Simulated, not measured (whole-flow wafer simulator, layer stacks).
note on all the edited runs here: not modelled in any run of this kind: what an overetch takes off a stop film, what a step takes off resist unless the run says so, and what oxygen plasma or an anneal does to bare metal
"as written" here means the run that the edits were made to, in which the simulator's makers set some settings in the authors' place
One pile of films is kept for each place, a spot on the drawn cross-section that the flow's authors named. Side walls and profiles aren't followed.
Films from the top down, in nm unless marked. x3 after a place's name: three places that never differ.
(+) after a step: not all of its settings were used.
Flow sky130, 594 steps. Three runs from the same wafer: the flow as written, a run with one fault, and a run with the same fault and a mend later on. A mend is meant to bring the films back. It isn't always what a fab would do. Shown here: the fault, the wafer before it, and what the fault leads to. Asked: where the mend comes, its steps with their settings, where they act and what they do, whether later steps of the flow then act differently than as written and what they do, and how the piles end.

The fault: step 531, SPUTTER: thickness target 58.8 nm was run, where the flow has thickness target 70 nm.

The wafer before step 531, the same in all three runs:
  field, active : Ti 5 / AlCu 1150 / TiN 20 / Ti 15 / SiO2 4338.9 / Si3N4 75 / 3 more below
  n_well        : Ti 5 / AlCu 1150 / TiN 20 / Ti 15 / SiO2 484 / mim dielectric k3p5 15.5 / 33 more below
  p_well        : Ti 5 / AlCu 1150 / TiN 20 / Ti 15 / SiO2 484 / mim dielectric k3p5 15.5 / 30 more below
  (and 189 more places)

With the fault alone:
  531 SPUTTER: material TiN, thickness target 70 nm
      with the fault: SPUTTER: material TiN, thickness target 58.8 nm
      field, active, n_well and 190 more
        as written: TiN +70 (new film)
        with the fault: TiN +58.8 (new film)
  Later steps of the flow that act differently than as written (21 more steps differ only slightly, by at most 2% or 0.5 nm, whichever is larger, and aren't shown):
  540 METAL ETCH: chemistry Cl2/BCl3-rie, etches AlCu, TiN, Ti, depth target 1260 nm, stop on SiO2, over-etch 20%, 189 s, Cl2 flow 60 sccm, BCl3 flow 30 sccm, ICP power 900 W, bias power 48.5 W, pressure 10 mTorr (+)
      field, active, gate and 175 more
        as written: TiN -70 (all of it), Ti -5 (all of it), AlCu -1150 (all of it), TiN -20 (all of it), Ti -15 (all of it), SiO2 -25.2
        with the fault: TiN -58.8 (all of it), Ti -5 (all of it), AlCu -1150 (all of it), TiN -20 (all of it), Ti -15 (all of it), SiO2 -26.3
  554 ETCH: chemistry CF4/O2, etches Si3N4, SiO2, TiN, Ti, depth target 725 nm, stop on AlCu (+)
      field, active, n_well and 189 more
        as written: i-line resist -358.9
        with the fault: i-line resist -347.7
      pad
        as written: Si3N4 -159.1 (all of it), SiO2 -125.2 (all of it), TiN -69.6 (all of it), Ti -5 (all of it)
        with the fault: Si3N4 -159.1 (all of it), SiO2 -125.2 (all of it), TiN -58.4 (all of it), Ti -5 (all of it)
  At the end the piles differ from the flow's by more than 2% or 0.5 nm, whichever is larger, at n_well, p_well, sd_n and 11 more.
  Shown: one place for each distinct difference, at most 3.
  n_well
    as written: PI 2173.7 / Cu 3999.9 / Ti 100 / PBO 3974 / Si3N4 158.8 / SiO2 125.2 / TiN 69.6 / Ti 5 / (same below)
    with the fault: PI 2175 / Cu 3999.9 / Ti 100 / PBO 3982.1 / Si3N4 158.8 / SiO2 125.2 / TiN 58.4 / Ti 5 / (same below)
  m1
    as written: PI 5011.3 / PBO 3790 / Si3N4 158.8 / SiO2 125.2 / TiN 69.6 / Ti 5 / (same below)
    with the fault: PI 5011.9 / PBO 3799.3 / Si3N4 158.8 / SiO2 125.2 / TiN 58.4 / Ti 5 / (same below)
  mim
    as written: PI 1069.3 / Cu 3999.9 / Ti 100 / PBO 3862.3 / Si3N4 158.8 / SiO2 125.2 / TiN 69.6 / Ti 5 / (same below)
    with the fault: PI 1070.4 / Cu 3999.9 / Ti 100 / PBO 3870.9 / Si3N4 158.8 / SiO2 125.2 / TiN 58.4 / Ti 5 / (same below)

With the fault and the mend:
  The mend comes after step 531.
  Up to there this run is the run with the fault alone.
  531a SPUTTER: material TiN, thickness target 11.2 nm (the flow's step 531 once more, with other settings)
      field, active, n_well and 190 more
        TiN +11.2
  No later step of the flow acts differently than as written at any place that is followed.
  At the end the piles are the same as the flow's at every place that both follow.
